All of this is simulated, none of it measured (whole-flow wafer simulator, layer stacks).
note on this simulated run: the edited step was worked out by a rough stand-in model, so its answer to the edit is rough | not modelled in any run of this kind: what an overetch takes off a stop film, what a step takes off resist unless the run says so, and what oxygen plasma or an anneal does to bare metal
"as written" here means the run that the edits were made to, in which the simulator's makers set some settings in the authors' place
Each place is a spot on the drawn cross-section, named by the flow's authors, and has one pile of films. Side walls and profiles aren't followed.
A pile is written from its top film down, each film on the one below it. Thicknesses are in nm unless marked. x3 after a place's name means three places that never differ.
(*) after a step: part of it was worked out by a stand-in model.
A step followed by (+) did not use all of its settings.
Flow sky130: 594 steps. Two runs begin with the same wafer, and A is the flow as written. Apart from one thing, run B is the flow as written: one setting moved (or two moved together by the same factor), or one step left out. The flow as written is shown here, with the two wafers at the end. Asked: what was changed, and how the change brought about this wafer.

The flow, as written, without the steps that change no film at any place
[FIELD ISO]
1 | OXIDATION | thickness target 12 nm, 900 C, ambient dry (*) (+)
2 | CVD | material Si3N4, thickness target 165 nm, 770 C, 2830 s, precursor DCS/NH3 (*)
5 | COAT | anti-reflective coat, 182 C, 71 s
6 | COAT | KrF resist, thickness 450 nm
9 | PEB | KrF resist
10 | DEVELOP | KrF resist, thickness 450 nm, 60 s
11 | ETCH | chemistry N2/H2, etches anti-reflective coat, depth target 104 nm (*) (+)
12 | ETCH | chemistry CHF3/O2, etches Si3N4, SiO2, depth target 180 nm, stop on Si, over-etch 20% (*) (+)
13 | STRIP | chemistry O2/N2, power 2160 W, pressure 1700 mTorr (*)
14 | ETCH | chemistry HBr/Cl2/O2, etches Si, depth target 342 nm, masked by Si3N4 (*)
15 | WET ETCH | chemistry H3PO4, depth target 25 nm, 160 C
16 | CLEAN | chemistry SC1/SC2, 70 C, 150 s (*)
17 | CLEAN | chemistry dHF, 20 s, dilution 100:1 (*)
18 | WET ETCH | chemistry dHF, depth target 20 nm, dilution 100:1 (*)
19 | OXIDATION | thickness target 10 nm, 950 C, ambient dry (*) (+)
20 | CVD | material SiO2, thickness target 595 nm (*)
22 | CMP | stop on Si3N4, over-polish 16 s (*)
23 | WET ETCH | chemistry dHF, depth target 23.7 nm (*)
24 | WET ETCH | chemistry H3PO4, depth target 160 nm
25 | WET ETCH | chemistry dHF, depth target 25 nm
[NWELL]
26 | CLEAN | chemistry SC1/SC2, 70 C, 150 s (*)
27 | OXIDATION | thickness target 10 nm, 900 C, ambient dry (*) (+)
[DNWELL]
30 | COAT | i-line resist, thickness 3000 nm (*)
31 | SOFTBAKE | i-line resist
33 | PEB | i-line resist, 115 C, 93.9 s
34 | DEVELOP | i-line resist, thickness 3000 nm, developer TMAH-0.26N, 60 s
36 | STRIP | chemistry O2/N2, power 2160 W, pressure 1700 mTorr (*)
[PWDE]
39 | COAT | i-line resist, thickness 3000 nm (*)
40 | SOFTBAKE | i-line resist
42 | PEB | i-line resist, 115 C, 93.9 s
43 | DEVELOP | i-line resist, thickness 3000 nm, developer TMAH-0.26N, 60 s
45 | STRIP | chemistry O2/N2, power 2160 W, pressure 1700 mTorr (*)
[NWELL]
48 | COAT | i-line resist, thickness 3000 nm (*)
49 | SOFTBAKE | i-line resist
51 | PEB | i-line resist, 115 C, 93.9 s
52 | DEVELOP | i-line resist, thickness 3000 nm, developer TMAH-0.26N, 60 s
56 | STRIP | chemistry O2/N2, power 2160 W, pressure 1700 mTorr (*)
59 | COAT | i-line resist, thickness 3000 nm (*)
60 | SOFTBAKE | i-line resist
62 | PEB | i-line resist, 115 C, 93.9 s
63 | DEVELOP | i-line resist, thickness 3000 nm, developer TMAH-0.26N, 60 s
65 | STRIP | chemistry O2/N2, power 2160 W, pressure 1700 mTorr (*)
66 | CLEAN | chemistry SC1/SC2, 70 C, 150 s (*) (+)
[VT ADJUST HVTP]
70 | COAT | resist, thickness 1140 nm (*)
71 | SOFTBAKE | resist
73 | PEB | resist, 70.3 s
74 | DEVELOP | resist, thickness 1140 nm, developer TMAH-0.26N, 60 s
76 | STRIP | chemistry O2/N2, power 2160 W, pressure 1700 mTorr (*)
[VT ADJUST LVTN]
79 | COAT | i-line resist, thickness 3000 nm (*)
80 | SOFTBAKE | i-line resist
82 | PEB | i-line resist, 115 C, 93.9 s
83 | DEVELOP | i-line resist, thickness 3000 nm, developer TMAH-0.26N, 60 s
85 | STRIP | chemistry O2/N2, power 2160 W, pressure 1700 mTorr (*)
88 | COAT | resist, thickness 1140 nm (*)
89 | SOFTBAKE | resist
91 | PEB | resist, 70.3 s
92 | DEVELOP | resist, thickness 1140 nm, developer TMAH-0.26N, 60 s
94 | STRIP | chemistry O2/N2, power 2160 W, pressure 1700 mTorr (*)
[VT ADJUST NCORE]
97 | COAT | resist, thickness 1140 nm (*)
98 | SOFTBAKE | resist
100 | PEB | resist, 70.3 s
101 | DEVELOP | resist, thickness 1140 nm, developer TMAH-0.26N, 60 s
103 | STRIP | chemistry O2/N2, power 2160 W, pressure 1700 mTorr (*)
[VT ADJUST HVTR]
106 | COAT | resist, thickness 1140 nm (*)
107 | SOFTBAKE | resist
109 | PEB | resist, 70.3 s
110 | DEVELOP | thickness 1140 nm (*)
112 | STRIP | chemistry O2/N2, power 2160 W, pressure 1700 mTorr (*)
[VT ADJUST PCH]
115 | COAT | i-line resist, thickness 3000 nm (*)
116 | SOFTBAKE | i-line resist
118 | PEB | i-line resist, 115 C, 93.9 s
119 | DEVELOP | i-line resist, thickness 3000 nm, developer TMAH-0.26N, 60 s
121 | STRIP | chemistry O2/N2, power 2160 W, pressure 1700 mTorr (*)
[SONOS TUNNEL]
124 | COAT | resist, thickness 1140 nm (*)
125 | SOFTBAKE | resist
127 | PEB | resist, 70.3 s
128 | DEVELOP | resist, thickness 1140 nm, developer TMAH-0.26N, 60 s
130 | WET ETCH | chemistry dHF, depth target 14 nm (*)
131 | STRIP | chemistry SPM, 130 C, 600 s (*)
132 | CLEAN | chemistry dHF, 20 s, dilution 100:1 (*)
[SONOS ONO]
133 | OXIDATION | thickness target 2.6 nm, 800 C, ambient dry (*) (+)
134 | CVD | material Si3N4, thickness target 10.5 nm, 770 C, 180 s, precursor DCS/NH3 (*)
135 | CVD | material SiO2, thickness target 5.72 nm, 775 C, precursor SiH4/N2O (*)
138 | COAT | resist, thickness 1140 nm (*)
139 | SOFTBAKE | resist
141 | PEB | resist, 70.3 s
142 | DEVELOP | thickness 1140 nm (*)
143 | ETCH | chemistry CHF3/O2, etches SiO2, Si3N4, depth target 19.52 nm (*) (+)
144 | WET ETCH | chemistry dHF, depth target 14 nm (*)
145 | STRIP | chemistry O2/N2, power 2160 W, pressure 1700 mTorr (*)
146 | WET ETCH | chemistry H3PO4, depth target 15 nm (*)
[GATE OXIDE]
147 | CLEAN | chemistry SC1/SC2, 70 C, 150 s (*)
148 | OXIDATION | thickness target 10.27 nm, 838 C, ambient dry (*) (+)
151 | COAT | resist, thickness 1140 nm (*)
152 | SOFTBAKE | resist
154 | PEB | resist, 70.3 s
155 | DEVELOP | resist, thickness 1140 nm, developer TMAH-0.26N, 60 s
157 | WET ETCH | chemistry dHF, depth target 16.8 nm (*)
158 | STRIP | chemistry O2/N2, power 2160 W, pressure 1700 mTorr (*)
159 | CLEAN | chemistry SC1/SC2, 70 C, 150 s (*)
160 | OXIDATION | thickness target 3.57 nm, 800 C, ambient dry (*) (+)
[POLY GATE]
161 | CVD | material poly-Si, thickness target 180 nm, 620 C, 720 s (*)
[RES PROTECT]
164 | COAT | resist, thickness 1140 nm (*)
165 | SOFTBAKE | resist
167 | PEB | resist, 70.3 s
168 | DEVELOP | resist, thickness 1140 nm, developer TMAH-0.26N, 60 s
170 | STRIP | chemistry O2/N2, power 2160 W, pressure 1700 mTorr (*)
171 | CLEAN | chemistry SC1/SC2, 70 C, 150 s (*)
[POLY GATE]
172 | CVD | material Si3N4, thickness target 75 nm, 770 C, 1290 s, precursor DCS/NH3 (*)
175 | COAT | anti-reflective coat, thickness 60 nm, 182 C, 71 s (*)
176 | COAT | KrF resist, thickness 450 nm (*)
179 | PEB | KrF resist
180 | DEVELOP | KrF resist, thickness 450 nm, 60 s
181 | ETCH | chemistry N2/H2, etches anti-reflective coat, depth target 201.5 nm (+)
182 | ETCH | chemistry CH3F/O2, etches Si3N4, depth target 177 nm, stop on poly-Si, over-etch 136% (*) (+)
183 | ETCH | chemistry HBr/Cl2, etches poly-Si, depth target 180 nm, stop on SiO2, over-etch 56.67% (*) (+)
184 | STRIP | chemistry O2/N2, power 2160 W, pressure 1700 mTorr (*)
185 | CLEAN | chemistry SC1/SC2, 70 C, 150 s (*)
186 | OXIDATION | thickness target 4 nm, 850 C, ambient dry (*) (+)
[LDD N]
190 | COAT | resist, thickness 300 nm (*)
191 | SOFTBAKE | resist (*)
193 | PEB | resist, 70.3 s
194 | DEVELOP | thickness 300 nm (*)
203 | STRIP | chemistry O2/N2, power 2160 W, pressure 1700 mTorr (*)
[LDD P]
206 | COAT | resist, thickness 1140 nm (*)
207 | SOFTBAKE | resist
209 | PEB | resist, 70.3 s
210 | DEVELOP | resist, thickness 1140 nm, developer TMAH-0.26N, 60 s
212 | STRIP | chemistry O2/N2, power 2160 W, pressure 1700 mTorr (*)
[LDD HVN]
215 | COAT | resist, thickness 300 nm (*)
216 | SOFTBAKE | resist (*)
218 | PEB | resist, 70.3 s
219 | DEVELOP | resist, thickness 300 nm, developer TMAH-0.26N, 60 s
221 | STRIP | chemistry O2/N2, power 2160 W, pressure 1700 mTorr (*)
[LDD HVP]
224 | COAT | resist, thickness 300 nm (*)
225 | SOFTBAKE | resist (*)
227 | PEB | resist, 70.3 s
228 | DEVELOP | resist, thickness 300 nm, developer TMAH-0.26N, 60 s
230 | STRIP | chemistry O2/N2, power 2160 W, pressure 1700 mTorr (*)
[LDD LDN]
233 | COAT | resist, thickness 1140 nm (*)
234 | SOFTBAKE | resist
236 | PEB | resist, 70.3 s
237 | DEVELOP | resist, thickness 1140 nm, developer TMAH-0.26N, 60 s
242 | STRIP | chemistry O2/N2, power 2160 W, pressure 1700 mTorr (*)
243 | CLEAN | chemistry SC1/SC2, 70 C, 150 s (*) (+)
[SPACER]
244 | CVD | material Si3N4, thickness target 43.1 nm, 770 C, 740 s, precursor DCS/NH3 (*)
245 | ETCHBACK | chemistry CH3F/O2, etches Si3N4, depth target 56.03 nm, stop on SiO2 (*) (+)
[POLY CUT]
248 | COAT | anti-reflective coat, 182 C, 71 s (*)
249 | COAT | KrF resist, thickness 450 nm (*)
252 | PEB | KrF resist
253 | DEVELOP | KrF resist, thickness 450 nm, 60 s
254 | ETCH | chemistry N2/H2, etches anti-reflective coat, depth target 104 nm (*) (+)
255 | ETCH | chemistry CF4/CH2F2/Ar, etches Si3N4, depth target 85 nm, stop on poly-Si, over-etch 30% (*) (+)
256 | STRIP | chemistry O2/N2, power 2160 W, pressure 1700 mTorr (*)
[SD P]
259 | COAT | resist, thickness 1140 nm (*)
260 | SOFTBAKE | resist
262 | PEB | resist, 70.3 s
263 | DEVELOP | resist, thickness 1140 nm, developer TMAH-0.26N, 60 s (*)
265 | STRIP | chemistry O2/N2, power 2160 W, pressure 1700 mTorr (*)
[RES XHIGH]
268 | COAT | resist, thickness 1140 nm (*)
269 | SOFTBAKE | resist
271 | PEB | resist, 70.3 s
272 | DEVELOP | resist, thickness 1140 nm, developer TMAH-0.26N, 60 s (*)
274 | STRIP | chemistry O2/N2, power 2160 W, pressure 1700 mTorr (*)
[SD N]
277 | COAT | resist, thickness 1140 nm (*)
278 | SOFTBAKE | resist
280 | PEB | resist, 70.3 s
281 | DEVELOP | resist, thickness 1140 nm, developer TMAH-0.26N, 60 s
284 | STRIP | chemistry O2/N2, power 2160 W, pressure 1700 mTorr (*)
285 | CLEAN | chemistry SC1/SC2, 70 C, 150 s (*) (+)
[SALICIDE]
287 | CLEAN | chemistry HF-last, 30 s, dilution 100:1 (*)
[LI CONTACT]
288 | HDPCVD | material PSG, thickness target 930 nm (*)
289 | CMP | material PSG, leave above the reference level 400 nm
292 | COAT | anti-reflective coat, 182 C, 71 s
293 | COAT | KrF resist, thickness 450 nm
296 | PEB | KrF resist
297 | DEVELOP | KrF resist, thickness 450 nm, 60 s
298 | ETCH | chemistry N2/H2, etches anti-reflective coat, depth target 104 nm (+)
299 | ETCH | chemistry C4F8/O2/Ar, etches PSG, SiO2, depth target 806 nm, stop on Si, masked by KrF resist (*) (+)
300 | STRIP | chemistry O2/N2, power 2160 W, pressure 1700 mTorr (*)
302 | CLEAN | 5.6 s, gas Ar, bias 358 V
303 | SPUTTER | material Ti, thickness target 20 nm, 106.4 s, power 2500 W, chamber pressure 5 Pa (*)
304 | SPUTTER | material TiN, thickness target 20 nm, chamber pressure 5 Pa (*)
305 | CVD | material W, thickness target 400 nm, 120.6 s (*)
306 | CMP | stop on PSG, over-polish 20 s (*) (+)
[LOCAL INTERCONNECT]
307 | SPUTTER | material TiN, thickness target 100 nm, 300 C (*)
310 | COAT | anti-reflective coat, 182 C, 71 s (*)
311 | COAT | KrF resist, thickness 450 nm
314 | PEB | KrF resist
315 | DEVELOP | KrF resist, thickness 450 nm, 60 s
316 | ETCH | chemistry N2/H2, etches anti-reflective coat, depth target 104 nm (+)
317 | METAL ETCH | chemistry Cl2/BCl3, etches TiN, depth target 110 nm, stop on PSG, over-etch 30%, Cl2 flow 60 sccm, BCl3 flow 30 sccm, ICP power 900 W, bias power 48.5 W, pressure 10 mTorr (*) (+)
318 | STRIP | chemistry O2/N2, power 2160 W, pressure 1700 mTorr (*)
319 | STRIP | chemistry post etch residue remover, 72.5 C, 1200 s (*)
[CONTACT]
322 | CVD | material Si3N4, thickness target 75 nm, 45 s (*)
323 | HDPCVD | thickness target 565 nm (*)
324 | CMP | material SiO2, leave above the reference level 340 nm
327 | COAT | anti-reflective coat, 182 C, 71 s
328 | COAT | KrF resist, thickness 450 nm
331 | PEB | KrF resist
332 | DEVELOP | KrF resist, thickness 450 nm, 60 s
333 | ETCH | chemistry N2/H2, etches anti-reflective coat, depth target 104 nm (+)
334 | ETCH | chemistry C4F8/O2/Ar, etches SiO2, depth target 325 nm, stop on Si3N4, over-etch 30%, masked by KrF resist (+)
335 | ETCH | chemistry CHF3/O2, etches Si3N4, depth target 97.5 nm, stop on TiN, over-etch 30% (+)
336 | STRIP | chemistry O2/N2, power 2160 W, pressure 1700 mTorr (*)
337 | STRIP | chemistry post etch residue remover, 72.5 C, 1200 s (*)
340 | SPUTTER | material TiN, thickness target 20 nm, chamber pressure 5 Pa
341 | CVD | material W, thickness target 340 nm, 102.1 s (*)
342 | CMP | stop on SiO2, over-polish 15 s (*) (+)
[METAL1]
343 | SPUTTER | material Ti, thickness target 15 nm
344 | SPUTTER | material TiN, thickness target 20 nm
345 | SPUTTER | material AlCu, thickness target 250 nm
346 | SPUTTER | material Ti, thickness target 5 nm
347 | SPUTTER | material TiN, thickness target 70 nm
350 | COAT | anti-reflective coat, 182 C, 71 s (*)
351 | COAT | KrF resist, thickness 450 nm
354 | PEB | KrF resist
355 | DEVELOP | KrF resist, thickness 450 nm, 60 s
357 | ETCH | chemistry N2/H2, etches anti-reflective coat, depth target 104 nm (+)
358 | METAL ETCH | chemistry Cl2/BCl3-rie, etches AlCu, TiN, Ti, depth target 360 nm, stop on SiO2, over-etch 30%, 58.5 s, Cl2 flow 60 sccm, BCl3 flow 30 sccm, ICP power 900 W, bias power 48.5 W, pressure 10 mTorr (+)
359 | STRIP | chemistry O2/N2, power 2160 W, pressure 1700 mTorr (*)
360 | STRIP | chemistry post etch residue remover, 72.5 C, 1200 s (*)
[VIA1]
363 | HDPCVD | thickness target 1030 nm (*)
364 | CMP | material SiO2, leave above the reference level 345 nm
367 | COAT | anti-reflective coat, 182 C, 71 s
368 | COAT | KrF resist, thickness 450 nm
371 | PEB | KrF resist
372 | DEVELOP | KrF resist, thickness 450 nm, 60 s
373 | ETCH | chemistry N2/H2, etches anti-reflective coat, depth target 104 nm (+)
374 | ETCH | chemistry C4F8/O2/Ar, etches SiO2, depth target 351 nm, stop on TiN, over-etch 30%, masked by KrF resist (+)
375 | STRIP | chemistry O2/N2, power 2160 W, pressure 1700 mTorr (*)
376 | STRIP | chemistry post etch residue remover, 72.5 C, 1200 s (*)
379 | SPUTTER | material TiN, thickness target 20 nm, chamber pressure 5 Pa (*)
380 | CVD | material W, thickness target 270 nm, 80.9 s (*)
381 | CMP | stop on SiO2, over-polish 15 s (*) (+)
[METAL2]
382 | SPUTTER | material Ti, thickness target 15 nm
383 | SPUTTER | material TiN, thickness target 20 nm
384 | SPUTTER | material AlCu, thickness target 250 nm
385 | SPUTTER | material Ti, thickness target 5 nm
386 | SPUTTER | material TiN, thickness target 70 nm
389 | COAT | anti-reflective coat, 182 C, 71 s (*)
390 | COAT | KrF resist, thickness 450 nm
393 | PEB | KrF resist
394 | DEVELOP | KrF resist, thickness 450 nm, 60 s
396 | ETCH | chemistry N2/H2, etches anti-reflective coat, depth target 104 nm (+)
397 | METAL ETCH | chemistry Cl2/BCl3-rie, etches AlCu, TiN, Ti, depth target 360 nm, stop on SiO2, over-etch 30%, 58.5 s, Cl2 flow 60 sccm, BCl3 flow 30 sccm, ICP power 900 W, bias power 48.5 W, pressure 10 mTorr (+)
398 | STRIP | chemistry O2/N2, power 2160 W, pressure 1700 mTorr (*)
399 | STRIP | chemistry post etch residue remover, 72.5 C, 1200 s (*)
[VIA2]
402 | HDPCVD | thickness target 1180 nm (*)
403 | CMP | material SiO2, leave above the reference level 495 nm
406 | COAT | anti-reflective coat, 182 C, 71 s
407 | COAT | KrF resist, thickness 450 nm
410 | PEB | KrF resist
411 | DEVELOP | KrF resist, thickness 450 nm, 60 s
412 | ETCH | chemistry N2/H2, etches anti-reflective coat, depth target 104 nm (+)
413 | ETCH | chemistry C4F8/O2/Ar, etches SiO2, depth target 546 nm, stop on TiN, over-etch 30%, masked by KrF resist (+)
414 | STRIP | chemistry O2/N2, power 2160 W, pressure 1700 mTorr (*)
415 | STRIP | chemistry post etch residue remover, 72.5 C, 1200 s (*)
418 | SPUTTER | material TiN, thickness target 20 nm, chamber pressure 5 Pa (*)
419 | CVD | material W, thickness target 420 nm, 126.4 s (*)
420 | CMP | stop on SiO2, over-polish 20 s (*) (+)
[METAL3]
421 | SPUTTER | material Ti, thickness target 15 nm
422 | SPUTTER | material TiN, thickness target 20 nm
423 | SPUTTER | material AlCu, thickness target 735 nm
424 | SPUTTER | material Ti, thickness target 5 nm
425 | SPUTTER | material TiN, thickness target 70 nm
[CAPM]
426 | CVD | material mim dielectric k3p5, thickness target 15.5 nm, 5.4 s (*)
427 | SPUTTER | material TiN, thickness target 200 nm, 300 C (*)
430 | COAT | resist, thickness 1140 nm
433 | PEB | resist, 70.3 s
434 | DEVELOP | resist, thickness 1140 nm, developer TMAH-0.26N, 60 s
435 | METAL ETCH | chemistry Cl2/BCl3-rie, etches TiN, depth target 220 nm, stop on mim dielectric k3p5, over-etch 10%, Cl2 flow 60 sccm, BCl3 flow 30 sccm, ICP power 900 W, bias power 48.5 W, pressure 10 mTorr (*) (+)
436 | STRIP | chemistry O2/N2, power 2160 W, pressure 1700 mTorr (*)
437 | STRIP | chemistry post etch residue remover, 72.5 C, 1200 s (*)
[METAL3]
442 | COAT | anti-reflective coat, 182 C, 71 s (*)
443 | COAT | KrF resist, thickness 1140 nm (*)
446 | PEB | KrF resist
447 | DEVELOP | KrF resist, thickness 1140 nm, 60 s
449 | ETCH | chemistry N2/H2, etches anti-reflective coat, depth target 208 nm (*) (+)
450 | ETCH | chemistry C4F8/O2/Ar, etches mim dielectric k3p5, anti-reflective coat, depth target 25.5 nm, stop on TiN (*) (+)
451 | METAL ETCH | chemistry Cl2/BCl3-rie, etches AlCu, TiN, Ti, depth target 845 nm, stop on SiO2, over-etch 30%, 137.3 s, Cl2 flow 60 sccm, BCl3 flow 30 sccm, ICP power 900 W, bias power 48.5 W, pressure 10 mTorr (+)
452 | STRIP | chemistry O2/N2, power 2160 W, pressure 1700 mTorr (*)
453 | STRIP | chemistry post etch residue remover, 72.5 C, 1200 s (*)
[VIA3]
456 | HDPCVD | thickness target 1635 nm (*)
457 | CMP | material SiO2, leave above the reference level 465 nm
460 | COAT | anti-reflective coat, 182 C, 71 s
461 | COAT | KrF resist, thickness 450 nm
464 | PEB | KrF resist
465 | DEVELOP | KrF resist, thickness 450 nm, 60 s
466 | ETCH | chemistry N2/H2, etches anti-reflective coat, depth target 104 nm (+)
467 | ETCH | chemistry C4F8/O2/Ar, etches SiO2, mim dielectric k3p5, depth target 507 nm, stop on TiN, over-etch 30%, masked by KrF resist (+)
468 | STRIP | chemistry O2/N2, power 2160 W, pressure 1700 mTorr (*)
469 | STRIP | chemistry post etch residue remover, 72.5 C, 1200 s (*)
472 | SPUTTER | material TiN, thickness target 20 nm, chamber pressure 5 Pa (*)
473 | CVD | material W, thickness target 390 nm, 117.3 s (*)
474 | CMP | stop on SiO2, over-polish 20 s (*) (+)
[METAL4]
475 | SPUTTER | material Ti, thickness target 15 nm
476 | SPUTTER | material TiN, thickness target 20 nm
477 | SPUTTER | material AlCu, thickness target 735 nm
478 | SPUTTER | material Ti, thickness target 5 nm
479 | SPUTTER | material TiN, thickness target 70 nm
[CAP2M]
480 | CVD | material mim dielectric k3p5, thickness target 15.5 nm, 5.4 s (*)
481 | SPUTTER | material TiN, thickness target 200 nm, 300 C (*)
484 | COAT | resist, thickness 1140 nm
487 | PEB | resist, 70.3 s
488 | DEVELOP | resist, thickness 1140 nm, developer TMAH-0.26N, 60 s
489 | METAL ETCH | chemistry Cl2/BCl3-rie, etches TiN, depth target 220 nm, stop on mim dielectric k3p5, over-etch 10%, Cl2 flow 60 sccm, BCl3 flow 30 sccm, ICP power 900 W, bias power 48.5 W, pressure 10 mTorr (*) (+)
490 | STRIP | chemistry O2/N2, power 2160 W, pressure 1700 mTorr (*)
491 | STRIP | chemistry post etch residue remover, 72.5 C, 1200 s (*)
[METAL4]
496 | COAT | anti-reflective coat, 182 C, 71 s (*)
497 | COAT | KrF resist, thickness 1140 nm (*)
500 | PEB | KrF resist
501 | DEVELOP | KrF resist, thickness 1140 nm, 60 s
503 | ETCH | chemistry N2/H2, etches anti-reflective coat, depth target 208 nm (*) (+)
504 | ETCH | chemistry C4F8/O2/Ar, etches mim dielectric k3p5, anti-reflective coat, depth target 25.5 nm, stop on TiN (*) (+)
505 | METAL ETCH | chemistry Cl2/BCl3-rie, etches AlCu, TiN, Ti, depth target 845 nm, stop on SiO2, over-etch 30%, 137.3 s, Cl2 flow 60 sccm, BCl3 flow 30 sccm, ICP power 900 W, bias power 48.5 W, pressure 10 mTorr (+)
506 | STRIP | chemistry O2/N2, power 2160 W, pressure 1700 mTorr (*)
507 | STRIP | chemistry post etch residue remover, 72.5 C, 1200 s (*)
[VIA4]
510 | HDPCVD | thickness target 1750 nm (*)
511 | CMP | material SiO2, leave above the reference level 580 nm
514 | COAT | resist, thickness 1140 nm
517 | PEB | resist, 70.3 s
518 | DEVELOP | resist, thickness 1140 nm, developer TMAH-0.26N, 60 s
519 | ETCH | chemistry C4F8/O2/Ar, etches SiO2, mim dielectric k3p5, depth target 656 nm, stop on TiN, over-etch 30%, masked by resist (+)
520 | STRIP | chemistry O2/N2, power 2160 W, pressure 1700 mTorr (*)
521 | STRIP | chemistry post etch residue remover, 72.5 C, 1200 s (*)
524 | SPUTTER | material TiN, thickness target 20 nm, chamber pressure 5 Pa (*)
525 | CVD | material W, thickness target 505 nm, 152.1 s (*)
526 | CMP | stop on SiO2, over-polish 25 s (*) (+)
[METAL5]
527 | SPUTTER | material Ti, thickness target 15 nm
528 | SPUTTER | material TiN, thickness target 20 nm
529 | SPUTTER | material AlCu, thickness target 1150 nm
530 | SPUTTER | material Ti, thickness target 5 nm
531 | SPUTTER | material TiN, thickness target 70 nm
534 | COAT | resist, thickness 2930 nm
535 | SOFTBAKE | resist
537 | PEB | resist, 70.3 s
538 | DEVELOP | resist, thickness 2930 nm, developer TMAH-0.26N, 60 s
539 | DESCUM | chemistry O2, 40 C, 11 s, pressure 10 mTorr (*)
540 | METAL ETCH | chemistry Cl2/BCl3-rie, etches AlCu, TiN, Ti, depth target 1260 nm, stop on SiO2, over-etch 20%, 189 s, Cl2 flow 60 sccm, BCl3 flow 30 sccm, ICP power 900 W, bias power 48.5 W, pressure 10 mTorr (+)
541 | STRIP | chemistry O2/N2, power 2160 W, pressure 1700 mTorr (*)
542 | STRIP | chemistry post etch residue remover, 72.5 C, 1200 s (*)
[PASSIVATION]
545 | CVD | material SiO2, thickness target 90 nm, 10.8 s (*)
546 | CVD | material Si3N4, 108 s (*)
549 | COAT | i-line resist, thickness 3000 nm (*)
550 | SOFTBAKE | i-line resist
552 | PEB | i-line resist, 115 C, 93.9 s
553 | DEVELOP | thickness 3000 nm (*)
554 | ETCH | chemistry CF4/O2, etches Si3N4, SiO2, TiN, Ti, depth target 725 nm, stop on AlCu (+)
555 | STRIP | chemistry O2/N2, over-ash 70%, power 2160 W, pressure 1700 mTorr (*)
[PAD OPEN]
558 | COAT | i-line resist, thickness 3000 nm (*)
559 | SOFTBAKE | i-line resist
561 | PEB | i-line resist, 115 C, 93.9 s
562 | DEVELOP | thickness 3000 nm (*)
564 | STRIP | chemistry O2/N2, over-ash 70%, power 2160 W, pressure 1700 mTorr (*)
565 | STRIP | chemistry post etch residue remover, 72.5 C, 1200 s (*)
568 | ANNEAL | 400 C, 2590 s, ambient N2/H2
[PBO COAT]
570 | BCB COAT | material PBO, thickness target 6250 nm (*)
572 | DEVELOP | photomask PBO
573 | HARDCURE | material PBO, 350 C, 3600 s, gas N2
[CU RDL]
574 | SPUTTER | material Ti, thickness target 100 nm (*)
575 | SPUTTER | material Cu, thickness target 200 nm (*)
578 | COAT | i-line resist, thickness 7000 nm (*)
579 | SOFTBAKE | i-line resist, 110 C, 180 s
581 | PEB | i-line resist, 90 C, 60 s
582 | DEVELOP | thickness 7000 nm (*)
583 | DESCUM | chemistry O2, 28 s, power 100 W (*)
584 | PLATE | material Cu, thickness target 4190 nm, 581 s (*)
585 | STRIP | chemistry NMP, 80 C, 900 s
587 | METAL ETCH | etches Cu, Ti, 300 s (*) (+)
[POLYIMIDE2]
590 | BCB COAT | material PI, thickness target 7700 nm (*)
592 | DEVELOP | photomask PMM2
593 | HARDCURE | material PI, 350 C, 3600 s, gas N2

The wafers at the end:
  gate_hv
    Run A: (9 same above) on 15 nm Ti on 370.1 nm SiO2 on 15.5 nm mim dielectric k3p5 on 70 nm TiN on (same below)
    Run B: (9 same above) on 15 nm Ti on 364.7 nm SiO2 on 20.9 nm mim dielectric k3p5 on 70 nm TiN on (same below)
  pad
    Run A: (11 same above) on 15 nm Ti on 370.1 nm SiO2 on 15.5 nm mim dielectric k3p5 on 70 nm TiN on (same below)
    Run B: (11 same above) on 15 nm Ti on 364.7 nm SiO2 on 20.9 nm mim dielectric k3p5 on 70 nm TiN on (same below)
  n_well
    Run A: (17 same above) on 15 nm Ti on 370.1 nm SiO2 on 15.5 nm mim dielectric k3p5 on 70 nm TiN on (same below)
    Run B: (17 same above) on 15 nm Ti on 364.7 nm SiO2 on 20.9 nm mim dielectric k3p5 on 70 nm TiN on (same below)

The reason: step 426, CVD: thickness target 20.9 nm was run, while the flow as written has thickness target 15.5 nm; step 426, CVD: 7.29 s was run, where the flow has 5.4 s.
One can read it off the wafer: gate_hv has mim dielectric k3p5 20.9, and step 426 as written asks for 15.5 nm.

How this came from the change, step by step:
  426 | CVD | material mim dielectric k3p5, thickness target 15.5 nm, 5.4 s (*)
      field, active, n_well and 188 more: A mim dielectric k3p5 gains 15.5 (new film) | B mim dielectric k3p5 gains 20.9 (new film)
  450 | ETCH | chemistry C4F8/O2/Ar, etches mim dielectric k3p5, anti-reflective coat, depth target 25.5 nm, stop on TiN (*) (+)
      n_well, p_well, gate_hv and 104 more: A KrF resist loses 15.5 | B KrF resist loses 17
      field, active, gate and 82 more: A mim dielectric k3p5 loses 15.5 (all of it) | B mim dielectric k3p5 loses 20.9 (all of it)
  467 | ETCH | chemistry C4F8/O2/Ar, etches SiO2, mim dielectric k3p5, depth target 507 nm, stop on TiN, over-etch 30%, masked by KrF resist (+)
      m1: A SiO2 loses 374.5 (all of it), mim dielectric k3p5 loses 15.5 (all of it) | B SiO2 loses 369.1 (all of it), mim dielectric k3p5 loses 20.9 (all of it)
      via3_hole: A SiO2 loses 373.9 (all of it), mim dielectric k3p5 loses 15.5 (all of it) | B SiO2 loses 368.5 (all of it), mim dielectric k3p5 loses 20.9 (all of it)
